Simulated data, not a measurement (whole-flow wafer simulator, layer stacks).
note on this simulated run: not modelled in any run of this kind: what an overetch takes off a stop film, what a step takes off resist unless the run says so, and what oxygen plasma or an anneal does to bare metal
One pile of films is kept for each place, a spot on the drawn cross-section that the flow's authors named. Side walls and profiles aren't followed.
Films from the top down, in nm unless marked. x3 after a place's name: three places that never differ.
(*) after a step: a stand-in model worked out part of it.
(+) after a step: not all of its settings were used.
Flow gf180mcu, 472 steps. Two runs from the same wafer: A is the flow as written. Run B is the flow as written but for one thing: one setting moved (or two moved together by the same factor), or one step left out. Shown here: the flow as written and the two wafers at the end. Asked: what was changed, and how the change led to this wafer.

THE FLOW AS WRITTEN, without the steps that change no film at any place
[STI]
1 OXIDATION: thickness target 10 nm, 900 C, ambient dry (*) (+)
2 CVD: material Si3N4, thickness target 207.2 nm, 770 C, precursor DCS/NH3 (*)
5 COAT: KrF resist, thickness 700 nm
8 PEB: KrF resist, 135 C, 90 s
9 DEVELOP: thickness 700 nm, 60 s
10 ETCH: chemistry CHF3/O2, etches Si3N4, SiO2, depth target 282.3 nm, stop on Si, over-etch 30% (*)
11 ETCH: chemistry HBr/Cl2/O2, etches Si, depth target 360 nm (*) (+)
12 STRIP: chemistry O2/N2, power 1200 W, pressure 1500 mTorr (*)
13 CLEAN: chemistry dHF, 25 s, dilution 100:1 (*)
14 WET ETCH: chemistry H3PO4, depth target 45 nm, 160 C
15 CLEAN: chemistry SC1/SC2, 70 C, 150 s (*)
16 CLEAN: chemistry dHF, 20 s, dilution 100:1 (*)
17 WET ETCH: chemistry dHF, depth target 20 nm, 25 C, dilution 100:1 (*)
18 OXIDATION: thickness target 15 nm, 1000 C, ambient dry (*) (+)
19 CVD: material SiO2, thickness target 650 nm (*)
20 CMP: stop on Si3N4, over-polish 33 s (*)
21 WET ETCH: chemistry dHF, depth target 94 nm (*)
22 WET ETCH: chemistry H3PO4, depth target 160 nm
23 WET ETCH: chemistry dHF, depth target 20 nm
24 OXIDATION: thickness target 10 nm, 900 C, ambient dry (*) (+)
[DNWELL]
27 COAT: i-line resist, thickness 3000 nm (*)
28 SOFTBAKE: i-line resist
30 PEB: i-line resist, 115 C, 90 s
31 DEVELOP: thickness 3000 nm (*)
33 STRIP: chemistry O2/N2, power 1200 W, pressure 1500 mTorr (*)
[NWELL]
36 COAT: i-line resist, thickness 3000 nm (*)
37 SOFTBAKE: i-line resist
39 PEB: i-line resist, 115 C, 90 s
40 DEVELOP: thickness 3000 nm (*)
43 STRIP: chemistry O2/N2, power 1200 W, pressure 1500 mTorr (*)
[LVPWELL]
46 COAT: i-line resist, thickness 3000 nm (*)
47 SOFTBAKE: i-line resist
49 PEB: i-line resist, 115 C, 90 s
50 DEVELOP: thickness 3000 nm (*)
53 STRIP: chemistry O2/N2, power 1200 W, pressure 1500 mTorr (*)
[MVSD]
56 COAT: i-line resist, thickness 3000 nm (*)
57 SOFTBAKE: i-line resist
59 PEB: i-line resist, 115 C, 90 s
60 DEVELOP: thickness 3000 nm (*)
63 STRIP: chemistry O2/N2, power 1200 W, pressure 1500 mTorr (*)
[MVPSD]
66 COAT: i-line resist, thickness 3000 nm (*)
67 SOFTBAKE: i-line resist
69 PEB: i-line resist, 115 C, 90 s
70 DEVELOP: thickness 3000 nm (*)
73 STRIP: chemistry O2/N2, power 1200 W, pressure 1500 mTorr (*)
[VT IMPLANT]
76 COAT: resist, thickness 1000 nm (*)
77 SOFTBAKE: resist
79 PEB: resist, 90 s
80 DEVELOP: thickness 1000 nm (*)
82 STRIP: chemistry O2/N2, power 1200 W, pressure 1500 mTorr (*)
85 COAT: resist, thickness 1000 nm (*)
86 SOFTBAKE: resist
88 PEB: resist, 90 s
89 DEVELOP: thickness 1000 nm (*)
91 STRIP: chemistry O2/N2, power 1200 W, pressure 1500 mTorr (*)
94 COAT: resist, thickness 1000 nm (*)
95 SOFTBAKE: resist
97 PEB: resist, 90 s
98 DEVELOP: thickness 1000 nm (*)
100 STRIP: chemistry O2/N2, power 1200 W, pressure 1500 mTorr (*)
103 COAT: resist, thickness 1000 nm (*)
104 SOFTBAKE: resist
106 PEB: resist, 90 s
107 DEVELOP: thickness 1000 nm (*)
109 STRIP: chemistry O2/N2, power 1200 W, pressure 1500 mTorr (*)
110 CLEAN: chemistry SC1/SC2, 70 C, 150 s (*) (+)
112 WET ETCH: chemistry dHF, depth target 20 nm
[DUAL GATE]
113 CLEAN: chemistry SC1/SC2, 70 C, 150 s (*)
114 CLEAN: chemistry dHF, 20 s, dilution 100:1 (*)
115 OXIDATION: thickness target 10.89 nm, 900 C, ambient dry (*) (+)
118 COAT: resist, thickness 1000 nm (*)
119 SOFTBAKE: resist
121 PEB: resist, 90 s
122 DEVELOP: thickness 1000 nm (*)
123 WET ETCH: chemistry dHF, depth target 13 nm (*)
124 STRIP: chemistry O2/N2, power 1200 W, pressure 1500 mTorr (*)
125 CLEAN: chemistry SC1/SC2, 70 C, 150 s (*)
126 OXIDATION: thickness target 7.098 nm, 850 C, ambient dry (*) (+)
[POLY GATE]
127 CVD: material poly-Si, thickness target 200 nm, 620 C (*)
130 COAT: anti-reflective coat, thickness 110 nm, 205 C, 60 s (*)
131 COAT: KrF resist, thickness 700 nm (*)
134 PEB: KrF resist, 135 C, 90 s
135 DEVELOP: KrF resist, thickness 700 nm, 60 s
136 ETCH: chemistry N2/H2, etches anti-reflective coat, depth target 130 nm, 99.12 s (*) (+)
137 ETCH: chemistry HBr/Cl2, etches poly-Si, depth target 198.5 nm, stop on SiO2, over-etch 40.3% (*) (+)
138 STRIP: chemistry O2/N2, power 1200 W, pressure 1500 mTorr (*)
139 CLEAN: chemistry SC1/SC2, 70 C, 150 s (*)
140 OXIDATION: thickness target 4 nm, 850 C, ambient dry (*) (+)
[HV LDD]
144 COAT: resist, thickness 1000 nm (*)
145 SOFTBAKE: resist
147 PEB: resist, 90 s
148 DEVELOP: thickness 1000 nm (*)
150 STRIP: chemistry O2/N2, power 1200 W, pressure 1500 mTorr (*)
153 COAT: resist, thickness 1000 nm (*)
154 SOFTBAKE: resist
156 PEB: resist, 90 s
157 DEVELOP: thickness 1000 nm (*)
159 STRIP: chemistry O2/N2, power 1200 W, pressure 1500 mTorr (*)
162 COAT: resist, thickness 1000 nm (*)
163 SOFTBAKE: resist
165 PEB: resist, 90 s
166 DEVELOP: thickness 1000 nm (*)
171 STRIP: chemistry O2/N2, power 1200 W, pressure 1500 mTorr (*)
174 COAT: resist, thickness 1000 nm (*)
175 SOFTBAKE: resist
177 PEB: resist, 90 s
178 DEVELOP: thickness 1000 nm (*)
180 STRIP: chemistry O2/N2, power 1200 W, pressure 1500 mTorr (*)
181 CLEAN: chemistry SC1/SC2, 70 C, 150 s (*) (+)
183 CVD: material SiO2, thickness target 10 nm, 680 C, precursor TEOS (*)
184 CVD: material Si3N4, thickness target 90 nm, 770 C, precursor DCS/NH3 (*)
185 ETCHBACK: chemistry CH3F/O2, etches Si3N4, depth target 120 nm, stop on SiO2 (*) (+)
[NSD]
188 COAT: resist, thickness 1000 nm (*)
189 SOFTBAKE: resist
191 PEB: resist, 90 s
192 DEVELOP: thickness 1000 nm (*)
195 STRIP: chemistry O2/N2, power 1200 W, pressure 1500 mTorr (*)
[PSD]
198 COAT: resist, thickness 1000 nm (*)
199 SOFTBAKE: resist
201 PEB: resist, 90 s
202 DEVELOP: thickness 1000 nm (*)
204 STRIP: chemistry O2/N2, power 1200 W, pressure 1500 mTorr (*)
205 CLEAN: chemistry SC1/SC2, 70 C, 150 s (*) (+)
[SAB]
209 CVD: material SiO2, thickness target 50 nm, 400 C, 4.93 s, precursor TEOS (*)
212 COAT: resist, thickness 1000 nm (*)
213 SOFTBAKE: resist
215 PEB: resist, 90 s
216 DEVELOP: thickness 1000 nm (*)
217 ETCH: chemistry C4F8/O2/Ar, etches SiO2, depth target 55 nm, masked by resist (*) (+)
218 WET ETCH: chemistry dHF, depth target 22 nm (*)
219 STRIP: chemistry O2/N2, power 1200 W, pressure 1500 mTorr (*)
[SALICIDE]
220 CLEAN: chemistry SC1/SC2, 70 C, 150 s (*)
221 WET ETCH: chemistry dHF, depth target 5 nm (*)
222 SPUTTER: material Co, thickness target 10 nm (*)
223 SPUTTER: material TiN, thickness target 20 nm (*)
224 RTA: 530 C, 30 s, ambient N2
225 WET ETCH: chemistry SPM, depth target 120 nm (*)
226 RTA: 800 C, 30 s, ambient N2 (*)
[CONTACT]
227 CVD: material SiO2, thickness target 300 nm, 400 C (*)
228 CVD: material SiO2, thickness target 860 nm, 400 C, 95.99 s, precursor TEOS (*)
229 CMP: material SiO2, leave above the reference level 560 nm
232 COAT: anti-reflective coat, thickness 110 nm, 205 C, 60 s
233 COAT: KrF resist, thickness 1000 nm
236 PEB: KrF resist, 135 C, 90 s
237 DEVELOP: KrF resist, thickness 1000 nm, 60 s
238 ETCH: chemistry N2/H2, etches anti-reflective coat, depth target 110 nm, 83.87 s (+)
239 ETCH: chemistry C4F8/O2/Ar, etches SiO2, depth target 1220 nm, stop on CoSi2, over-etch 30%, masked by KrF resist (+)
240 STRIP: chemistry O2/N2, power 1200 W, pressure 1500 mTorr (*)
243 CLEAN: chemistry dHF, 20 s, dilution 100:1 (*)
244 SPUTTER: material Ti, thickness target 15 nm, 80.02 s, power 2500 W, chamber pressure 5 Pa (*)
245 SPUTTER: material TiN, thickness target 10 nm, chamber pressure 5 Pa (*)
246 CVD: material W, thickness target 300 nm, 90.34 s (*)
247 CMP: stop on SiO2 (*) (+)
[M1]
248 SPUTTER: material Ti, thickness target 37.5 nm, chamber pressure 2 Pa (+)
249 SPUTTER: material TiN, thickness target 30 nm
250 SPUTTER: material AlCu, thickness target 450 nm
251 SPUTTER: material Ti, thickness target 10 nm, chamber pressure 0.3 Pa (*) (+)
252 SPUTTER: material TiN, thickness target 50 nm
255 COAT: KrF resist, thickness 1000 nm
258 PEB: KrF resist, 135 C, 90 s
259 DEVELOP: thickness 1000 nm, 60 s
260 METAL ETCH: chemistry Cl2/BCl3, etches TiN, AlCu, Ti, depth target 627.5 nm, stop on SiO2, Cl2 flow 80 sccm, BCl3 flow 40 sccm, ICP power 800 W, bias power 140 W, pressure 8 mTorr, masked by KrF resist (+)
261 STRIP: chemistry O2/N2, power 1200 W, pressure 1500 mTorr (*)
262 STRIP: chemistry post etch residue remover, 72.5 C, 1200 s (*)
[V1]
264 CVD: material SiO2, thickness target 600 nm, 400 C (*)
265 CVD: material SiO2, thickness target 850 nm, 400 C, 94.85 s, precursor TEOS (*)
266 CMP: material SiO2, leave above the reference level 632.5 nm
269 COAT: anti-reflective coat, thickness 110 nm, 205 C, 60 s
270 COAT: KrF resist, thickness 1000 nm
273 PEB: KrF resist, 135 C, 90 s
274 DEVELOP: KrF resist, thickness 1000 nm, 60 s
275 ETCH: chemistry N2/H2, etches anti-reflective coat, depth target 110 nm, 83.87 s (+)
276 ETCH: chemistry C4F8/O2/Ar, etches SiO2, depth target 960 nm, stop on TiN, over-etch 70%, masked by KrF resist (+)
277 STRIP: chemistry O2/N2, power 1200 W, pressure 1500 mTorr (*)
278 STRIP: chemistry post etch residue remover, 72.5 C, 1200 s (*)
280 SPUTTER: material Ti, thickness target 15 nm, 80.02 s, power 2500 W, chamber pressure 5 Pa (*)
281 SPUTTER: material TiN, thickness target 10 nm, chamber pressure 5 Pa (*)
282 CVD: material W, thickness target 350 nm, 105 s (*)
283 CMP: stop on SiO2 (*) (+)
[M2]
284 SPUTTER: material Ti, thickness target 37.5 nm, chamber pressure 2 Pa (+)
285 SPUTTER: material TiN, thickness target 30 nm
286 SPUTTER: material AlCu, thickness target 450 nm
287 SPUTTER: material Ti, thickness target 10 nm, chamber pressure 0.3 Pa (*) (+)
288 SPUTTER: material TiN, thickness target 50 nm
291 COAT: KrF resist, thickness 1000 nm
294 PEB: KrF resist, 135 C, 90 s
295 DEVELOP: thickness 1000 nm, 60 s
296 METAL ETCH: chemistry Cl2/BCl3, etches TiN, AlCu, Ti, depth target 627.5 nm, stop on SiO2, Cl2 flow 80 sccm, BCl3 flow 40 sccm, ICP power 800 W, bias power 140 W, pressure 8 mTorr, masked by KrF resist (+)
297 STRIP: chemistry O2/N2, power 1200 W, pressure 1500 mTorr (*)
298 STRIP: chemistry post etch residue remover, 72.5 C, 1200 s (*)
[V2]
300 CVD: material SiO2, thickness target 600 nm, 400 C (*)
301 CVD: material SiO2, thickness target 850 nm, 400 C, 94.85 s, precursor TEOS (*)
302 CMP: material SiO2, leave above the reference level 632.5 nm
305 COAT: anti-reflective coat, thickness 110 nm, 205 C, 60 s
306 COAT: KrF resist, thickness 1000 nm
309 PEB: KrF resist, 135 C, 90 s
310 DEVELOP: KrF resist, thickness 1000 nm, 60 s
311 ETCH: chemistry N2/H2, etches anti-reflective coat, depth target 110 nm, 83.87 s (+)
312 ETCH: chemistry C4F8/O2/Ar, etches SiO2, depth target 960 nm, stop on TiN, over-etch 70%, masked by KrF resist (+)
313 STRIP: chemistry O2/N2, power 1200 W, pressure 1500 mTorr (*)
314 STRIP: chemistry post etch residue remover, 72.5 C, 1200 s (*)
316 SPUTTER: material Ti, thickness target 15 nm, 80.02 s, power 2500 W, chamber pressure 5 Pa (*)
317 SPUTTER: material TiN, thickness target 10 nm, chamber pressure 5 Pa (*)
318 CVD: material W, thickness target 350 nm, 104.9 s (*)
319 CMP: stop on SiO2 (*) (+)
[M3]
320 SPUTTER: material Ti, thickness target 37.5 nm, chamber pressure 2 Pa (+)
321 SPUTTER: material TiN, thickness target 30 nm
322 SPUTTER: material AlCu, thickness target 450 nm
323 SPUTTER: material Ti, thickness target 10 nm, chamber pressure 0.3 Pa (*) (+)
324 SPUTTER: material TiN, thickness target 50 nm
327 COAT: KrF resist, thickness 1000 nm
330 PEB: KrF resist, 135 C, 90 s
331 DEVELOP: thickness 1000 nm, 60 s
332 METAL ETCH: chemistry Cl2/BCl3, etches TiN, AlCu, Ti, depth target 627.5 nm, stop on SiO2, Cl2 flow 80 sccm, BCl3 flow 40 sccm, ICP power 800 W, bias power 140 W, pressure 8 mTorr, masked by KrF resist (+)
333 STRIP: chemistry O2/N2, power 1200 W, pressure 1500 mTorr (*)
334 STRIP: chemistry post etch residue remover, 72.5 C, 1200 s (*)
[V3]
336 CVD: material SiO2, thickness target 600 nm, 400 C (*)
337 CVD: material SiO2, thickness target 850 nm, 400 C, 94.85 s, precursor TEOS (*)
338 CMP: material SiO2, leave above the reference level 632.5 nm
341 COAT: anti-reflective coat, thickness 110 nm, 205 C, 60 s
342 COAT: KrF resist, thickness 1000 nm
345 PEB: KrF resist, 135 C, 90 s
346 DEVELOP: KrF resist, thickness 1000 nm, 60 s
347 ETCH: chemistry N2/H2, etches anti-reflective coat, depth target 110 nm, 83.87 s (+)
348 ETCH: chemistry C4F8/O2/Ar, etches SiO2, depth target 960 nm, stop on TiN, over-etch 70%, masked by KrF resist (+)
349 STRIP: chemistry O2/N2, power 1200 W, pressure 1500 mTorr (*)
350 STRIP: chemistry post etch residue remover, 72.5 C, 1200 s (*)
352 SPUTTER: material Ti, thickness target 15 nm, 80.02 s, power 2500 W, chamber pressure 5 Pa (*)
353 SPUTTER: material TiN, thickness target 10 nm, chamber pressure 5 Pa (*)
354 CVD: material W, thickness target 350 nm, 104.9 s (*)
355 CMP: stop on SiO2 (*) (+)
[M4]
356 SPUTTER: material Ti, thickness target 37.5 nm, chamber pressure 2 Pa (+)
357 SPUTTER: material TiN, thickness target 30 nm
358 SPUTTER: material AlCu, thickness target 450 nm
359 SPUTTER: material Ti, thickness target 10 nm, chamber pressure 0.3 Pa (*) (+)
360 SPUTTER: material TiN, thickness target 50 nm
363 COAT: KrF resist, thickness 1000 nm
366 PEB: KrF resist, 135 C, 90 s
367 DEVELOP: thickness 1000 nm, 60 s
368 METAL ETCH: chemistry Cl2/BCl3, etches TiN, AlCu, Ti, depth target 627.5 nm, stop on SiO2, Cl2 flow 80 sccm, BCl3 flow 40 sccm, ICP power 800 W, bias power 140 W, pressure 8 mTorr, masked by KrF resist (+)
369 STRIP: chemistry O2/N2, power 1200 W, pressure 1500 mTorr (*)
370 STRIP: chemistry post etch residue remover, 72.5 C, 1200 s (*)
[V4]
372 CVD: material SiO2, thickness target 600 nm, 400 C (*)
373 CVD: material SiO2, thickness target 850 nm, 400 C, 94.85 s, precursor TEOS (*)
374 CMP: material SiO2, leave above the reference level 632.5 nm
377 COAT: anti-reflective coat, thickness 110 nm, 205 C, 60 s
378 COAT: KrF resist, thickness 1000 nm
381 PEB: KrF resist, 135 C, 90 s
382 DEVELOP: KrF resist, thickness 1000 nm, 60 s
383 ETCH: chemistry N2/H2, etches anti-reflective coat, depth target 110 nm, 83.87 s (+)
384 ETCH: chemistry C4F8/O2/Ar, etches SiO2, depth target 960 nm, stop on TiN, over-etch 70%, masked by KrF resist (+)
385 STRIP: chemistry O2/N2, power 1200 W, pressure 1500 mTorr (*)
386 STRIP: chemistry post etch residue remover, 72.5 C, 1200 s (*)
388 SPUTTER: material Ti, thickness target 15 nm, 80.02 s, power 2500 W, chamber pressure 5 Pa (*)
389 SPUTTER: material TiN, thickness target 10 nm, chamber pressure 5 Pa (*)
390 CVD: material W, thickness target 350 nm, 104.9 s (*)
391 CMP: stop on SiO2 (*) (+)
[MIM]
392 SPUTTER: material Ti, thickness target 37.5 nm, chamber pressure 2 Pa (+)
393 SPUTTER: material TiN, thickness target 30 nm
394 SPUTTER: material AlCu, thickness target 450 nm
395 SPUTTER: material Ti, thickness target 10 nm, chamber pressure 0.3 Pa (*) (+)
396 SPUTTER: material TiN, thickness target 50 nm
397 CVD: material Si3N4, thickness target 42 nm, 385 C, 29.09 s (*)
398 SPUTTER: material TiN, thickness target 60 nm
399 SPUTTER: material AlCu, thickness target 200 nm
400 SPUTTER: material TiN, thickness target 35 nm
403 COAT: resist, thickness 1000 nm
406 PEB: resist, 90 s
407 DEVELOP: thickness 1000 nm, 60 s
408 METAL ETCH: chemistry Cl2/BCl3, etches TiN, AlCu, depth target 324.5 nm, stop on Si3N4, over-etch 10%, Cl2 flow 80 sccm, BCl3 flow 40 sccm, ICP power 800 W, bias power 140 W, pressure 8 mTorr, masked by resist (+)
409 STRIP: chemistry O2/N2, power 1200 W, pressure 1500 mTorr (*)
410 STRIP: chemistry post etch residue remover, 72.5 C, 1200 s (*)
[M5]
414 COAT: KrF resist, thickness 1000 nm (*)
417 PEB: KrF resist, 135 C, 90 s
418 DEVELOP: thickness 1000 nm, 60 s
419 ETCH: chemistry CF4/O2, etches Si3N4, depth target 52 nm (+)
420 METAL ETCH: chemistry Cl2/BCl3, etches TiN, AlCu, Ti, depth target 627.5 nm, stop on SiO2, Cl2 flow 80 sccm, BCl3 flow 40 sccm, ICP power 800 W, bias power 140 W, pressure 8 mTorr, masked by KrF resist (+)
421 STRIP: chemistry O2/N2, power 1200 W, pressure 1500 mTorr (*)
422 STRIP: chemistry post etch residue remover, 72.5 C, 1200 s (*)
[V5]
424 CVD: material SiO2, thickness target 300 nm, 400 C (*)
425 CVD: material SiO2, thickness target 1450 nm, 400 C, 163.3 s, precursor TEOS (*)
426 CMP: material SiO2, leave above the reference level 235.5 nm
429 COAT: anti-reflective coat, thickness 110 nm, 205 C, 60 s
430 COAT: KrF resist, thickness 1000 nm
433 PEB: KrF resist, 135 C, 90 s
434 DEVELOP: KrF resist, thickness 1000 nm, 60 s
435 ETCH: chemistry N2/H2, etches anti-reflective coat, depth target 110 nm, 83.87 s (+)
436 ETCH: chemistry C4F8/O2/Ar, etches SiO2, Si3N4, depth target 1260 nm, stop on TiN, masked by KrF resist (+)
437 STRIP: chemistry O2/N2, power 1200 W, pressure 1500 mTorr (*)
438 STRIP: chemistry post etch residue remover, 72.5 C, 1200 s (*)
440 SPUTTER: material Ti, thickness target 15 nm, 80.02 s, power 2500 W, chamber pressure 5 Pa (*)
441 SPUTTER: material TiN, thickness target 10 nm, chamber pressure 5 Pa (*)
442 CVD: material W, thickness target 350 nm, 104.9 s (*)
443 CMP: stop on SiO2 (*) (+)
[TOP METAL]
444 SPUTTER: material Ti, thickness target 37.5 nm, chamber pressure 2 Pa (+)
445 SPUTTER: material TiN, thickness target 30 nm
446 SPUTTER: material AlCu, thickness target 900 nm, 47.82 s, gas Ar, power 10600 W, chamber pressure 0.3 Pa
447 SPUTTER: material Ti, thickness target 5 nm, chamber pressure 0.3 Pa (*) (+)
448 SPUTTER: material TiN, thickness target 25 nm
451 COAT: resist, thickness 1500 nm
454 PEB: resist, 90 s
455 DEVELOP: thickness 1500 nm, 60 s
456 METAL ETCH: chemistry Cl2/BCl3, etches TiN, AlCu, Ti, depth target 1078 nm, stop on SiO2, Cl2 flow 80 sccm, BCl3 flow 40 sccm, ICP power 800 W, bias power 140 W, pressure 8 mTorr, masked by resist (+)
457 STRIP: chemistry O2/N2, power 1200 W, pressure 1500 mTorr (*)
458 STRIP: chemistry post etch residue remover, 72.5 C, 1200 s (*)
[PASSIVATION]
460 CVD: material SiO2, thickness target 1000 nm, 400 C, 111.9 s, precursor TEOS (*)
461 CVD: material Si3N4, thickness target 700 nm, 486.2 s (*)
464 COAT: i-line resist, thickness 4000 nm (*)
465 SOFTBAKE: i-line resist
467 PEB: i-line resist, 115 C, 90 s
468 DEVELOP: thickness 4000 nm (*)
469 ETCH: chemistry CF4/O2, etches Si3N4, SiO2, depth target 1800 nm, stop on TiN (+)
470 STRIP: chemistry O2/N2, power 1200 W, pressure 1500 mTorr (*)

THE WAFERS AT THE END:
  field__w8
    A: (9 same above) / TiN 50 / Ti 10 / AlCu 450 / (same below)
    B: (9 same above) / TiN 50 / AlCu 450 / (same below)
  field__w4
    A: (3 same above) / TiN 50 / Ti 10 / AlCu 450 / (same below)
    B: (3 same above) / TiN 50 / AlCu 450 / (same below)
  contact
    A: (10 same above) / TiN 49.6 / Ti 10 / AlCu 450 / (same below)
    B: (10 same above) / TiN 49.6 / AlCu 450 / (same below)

The cause: step 395, SPUTTER: material Ti, thickness target 10 nm, chamber pressure 0.3 Pa (*) (+), was left out.

How the change led to this, step by step:
  420 METAL ETCH: chemistry Cl2/BCl3, etches TiN, AlCu, Ti, depth target 627.5 nm, stop on SiO2, Cl2 flow 80 sccm, BCl3 flow 40 sccm, ICP power 800 W, bias power 140 W, pressure 8 mTorr, masked by KrF resist (+)
      field, field__w1, field__w2 and 101 more: A TiN -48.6 (all of it), Ti -10 (all of it), AlCu -450 (all of it), TiN -30 (all of it), Ti -37.5 (all of it) | B TiN -48.6 (all of it), AlCu -450 (all of it), TiN -30 (all of it), Ti -37.5 (all of it)
  426 CMP: material SiO2, leave above the reference level 235.5 nm
      field, field__w1, field__w5 and 92 more: A SiO2 -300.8 | B SiO2 -310.8
      field__w2, field__w3, field__w12 and 6 more: A SiO2 -272.7 | B SiO2 -283.1
